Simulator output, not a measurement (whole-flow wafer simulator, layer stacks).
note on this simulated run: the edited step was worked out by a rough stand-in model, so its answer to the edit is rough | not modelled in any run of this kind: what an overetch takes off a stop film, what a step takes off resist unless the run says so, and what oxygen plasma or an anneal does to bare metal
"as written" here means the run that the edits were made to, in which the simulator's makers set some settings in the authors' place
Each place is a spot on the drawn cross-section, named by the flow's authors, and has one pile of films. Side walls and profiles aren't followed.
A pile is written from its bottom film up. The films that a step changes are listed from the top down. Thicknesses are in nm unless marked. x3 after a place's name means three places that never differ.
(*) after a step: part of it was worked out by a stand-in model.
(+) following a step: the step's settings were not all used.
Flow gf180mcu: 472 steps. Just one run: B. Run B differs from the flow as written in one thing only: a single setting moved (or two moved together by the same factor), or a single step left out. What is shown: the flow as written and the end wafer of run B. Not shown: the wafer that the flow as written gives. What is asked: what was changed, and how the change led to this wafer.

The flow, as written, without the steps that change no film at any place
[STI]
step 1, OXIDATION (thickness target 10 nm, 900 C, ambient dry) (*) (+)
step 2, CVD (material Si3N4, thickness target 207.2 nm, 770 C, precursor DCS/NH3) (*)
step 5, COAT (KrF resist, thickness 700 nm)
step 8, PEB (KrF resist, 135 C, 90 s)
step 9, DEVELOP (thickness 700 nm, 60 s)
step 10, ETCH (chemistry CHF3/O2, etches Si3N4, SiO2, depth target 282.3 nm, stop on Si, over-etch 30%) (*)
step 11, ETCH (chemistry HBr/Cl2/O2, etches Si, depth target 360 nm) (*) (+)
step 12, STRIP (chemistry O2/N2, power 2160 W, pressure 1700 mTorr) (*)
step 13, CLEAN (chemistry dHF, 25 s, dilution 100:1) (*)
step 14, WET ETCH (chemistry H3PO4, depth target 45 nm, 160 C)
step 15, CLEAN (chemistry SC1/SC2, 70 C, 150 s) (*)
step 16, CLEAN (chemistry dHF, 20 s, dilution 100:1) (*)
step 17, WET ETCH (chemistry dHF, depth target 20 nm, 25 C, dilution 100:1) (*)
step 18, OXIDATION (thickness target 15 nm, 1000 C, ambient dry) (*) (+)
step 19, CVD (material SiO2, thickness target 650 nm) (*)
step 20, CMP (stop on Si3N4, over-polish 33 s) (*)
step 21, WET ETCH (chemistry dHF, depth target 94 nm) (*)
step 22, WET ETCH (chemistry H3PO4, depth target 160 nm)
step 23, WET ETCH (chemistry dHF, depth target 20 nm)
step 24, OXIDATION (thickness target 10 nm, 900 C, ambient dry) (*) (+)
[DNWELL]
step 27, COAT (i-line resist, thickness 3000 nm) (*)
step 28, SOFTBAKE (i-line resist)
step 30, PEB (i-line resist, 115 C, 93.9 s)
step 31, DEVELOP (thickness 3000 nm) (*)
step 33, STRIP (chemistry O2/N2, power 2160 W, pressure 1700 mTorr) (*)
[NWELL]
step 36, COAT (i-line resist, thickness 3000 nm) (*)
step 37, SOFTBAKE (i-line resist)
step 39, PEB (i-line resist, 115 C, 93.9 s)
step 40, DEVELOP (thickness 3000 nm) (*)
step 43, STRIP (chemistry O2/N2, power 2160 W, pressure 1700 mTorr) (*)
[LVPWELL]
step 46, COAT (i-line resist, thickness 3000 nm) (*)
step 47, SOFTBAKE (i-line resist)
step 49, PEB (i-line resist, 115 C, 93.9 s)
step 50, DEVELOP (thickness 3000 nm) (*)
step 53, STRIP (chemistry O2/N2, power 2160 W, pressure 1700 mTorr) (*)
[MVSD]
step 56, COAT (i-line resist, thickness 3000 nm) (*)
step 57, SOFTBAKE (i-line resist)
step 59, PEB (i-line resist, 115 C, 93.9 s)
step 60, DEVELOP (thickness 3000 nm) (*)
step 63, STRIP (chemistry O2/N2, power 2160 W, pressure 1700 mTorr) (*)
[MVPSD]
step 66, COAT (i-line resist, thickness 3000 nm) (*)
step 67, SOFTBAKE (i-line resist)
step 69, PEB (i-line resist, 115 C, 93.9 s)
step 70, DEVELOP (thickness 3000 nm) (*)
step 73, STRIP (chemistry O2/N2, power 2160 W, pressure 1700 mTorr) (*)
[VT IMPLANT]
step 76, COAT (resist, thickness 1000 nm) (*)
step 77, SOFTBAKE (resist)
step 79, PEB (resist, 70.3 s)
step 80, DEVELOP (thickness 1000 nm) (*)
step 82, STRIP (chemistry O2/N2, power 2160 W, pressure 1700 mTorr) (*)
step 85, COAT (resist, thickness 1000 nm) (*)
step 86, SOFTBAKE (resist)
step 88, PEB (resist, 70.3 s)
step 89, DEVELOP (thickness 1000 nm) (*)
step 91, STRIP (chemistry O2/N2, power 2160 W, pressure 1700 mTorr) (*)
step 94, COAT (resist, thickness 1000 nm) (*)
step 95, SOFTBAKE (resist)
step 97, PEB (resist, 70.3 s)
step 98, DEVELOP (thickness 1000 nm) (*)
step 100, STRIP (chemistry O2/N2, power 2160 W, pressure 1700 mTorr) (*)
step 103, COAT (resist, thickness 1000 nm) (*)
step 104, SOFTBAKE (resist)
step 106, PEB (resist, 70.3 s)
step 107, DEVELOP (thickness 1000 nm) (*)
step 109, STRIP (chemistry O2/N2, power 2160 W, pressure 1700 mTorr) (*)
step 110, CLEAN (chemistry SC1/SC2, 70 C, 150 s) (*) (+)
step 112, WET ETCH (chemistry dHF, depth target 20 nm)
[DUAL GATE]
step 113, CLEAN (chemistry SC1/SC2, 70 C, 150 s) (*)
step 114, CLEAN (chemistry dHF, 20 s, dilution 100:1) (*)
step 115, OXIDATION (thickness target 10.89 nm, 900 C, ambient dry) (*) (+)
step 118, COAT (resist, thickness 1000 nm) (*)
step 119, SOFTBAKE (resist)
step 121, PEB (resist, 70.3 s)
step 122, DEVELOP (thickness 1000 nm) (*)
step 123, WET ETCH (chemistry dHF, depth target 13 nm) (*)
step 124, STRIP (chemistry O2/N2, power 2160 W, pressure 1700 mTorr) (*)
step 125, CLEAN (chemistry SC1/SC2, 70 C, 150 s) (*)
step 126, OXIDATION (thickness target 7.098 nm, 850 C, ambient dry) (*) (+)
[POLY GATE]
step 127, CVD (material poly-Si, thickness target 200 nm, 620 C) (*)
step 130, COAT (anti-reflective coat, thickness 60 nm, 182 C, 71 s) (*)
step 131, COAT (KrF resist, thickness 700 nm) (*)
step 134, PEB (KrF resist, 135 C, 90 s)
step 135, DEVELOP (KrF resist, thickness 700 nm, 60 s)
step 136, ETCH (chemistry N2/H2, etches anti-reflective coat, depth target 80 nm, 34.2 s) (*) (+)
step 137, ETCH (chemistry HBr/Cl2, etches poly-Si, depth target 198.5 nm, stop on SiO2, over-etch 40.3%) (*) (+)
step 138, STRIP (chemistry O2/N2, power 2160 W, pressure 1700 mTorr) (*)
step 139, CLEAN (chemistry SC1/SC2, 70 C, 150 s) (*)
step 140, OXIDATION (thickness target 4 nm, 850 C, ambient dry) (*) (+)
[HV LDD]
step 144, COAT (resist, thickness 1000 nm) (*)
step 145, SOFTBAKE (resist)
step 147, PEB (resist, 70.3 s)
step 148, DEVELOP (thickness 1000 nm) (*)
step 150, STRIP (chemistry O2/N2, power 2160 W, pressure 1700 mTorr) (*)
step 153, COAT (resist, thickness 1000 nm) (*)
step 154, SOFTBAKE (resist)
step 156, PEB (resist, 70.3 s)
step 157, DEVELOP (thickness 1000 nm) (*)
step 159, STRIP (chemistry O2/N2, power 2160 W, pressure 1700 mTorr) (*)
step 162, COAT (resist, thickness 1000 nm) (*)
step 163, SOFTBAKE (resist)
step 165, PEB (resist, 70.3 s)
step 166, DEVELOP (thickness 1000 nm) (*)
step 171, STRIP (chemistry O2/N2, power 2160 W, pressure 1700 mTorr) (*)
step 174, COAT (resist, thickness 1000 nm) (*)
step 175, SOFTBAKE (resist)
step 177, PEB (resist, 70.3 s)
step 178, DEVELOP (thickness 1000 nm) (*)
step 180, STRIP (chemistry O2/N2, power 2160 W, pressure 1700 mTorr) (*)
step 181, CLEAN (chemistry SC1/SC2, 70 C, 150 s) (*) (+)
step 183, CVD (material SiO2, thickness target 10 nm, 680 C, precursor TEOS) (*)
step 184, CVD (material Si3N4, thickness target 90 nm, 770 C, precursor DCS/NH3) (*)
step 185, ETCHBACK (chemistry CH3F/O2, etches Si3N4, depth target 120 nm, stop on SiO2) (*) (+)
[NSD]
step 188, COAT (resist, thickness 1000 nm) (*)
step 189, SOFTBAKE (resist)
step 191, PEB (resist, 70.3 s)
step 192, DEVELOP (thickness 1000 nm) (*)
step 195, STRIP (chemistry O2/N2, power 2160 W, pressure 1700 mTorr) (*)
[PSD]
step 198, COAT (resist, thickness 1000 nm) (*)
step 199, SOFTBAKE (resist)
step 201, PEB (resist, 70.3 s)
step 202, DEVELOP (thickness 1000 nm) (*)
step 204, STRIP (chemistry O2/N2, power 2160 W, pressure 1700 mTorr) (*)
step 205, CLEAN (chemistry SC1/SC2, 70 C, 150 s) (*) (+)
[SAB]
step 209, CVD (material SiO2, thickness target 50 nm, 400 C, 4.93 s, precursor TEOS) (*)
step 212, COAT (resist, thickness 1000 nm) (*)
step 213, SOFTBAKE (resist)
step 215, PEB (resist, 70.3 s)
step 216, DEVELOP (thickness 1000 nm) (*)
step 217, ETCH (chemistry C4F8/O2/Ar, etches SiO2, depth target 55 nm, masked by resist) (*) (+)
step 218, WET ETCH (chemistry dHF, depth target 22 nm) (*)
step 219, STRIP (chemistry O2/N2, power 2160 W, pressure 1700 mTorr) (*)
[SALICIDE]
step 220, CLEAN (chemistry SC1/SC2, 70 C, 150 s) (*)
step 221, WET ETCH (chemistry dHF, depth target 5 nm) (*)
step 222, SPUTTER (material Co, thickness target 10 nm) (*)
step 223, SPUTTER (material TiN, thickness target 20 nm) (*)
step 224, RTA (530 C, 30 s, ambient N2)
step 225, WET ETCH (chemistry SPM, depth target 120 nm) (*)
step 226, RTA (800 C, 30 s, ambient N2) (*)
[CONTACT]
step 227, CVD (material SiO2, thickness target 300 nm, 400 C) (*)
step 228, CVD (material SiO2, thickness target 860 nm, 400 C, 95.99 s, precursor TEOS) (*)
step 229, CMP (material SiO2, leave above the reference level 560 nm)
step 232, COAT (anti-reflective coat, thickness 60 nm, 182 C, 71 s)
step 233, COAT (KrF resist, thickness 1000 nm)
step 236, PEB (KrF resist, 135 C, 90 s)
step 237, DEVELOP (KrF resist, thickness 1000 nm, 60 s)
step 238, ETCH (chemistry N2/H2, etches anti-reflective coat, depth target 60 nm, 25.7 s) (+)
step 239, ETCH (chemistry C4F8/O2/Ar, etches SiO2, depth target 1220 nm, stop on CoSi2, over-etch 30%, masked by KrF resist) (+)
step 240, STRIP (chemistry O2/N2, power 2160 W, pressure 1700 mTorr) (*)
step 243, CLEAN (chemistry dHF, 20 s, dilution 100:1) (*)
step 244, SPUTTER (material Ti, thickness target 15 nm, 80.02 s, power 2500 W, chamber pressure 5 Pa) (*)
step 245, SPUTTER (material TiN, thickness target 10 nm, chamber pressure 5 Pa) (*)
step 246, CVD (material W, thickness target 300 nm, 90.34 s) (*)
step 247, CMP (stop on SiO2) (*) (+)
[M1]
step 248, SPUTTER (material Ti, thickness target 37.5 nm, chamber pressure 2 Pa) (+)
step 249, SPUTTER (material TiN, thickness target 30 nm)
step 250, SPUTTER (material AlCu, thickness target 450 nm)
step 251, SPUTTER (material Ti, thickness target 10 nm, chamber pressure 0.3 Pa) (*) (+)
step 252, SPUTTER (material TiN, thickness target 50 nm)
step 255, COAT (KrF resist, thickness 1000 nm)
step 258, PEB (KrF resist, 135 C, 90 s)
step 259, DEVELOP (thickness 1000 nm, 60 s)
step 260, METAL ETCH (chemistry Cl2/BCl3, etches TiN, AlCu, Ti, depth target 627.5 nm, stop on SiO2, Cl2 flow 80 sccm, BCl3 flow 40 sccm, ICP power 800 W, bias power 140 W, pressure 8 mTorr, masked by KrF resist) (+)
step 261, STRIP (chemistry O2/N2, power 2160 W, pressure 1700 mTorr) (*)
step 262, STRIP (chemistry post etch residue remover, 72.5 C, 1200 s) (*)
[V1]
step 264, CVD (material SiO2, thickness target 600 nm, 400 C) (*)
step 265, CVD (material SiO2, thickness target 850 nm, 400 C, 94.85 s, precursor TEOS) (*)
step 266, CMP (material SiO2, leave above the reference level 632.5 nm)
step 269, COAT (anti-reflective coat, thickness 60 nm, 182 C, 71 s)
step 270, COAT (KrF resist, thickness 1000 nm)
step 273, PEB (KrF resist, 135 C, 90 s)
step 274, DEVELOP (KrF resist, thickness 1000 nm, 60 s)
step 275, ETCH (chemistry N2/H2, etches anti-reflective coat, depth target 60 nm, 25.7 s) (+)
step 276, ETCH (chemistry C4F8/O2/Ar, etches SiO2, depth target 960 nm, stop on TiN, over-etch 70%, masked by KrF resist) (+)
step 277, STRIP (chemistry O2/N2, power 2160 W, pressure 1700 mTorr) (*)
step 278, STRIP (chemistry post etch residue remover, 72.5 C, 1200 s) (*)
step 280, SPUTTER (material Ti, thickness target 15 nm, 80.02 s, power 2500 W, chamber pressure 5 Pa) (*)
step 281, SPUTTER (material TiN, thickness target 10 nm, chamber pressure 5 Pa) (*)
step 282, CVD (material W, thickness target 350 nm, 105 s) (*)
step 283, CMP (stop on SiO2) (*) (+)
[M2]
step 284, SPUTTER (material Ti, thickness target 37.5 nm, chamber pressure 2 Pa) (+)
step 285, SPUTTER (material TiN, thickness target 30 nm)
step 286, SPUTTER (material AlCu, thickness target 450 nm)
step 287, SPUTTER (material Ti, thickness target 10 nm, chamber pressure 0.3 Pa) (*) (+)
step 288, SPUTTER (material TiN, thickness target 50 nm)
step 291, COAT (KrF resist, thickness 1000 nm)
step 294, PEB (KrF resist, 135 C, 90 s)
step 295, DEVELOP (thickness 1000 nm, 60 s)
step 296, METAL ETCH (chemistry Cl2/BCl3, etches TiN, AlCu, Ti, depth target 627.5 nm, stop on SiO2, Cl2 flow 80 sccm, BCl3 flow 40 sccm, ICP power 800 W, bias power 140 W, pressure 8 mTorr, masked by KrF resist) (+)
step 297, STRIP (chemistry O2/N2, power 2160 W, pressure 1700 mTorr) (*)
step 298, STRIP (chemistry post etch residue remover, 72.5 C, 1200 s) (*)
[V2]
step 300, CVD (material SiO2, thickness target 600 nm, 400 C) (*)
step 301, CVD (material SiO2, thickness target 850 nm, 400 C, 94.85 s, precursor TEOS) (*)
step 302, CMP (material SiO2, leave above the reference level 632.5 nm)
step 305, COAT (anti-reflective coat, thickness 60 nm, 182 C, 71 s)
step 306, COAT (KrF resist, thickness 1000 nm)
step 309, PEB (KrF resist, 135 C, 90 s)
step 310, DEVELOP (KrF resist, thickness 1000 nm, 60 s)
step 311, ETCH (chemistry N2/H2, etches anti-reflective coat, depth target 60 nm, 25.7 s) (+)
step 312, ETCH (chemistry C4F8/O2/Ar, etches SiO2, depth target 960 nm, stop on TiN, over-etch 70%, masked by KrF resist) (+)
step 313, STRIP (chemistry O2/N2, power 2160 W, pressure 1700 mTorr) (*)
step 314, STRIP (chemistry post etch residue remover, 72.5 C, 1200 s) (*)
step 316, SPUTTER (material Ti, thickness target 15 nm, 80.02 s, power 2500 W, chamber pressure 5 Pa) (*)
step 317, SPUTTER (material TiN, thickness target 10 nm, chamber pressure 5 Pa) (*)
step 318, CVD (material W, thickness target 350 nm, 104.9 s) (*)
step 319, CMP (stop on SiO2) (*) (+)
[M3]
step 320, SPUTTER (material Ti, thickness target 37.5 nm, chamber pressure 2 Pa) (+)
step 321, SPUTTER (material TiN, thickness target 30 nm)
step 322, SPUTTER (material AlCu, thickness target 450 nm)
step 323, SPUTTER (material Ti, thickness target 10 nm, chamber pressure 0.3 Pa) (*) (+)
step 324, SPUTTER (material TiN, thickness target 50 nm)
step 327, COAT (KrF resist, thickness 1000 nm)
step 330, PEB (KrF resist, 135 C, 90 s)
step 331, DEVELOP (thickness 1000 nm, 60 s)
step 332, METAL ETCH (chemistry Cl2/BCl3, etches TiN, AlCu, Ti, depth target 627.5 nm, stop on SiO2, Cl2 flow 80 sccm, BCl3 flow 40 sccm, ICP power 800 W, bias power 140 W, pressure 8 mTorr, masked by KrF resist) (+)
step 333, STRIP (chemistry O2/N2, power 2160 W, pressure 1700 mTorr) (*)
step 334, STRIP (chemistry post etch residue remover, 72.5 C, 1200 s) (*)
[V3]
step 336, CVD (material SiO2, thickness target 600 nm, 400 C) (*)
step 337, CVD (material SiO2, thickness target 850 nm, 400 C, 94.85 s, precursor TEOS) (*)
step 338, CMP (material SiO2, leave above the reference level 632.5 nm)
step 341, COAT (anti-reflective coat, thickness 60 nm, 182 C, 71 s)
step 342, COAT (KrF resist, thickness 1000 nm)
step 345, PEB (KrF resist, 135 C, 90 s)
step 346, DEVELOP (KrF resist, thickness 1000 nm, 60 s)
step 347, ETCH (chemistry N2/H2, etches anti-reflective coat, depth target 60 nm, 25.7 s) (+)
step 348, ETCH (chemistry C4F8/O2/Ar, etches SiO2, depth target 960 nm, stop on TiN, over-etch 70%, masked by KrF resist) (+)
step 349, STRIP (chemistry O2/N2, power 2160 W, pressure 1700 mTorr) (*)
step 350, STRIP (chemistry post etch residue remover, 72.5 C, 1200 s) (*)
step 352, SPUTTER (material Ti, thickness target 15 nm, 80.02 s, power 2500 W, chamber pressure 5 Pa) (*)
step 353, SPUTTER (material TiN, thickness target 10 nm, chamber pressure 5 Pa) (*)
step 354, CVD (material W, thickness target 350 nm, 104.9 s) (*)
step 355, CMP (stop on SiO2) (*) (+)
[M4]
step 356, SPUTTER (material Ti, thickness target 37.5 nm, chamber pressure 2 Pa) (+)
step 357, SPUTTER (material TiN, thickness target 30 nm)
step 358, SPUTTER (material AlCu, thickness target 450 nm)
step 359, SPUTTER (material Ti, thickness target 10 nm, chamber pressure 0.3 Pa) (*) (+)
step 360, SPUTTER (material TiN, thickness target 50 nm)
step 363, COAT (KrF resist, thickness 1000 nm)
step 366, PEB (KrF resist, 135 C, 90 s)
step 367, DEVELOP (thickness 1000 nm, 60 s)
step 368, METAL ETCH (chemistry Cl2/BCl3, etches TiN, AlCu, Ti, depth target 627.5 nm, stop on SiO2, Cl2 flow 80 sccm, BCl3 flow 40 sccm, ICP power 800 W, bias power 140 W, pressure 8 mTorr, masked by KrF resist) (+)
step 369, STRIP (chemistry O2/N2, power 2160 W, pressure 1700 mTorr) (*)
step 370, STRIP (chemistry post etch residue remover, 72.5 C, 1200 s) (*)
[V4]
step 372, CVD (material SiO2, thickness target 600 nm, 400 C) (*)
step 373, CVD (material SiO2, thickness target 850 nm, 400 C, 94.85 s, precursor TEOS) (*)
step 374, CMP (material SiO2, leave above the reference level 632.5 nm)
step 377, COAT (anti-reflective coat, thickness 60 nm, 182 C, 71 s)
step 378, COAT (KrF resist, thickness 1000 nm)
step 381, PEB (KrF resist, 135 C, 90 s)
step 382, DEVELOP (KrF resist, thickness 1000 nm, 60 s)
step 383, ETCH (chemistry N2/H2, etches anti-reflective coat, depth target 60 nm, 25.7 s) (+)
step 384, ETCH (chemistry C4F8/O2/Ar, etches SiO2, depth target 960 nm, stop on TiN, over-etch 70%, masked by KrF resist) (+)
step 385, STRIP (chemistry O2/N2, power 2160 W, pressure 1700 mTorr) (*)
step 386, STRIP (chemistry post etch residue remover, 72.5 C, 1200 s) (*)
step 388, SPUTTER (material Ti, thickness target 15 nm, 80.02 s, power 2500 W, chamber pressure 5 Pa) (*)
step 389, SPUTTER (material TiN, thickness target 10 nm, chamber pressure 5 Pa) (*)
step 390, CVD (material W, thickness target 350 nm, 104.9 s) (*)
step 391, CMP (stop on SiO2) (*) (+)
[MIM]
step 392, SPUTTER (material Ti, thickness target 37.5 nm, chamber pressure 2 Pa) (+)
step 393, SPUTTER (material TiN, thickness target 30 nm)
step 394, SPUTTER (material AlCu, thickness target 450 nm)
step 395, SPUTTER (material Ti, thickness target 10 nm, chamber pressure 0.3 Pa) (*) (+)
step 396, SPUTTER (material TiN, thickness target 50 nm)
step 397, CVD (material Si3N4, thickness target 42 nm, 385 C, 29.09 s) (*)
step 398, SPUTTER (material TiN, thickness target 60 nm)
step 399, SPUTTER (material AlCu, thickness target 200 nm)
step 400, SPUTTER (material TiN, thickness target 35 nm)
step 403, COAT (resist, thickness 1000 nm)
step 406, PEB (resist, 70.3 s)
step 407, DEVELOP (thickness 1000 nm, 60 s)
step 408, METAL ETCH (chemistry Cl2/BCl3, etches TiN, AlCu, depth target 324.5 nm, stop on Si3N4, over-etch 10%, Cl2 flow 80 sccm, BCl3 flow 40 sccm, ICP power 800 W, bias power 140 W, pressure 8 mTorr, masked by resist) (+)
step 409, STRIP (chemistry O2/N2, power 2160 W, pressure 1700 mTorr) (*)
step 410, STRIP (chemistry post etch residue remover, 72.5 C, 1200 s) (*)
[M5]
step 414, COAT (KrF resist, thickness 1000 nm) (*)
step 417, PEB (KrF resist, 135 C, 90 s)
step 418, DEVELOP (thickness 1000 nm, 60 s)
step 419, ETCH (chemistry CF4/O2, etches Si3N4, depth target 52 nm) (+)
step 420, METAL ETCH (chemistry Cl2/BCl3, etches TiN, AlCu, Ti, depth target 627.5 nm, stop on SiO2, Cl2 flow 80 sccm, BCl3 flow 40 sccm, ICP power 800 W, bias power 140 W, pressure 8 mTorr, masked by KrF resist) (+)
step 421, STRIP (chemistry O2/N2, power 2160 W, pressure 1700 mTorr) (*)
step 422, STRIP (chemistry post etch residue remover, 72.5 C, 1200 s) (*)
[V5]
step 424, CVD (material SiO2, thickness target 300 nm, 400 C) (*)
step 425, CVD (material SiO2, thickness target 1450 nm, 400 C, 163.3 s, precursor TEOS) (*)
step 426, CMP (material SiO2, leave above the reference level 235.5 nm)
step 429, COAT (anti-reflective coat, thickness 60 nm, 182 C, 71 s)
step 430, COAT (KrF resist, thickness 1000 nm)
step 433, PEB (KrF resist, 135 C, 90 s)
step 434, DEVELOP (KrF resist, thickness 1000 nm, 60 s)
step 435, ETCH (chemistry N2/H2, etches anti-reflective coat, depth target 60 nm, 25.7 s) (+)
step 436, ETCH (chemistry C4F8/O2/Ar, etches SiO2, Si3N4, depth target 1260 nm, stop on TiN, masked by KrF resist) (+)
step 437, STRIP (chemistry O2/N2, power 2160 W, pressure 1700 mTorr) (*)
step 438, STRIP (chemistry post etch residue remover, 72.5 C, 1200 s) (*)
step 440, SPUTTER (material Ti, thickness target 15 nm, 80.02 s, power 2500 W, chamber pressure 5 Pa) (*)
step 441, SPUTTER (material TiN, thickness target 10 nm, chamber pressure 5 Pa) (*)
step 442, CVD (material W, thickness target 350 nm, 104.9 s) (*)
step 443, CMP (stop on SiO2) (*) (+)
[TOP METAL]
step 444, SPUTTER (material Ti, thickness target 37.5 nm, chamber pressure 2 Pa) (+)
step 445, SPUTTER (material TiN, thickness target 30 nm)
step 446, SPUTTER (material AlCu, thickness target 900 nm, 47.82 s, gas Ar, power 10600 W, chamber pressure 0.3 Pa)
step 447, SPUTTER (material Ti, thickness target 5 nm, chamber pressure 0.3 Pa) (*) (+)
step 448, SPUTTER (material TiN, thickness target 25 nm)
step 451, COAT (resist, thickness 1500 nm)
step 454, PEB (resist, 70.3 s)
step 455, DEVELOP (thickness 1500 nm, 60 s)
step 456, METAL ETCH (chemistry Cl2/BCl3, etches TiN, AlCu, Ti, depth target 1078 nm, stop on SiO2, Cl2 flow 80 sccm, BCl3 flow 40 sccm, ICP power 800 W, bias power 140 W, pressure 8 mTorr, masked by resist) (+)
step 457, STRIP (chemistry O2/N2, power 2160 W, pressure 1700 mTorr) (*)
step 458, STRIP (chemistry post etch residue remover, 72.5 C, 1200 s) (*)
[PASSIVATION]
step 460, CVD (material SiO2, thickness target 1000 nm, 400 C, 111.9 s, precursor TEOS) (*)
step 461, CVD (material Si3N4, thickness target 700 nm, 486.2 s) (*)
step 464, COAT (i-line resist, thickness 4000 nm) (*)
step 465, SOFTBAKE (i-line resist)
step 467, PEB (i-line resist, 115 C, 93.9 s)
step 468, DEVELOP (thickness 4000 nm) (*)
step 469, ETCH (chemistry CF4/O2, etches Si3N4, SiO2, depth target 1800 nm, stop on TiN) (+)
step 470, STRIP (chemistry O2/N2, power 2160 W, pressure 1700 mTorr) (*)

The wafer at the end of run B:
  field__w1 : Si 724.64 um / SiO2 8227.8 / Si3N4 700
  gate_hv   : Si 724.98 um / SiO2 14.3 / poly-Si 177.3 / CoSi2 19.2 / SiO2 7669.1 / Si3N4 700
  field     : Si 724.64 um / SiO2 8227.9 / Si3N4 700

What caused this: step 222, SPUTTER: thickness target 5.5 nm was run, whereas the flow has thickness target 10 nm.

How this came from the change, step by step:
  step 222, SPUTTER (material Co, thickness target 10 nm) (*)
      field, field__w7, field__w8 and 71 more: Co gains 5.5 (new film) (it would be, as written: Co gains 10 (new film))
      field__w6, field_sub, field_sub__w2: Co gains 5.47 (new film) (it would be, as written: Co gains 9.95 (new film))
      (as well as at 34 more places)
  step 224, RTA (530 C, 30 s, ambient N2)
      gate, gate_hv, gate_p and 22 more: under 1 film: CoSi gains 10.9 (new film), Co loses 5.5 (all of it), poly-Si loses 10 (it would be, as written: under 1 film: CoSi gains 19.9 (new film), Co loses 10 (all of it), poly-Si loses 18.2)
      active, p_well, sd_n and 11 more: under 1 film: CoSi gains 10.9 (new film), Co loses 5.5 (all of it), Si loses 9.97 (it would be, as written: under 1 film: CoSi gains 19.9 (new film), Co loses 10 (all of it), Si loses 18.1)
      (as well as at 10 more places)
  step 225, WET ETCH (chemistry SPM, depth target 120 nm) (*)
      field, field__w7, field__w8 and 32 more: TiN loses 20 (all of it), Co loses 5.5 (all of it) (it would be, as written: TiN loses 20 (all of it), Co loses 10 (all of it))
      field__w9, nw_enc_fld_lv__w3: TiN loses 19.1 (all of it), Co loses 5.28 (all of it) (it would be, as written: TiN loses 19.1 (all of it), Co loses 9.6 (all of it))
      (as well as at 25 more places)
  step 226, RTA (800 C, 30 s, ambient N2) (*)
      gate, gate_hv, gate_p and 22 more: CoSi2 gains 19.2 (new film), CoSi loses 10.9 (all of it), poly-Si loses 10 (it would be, as written: CoSi2 gains 35 (new film), CoSi loses 19.9 (all of it), poly-Si loses 18.2)
      active, p_well, sd_n and 11 more: CoSi2 gains 19.2 (new film), CoSi loses 10.9 (all of it), Si loses 9.97 (it would be, as written: CoSi2 gains 35 (new film), CoSi loses 19.9 (all of it), Si loses 18.1)
      (as well as at 10 more places)
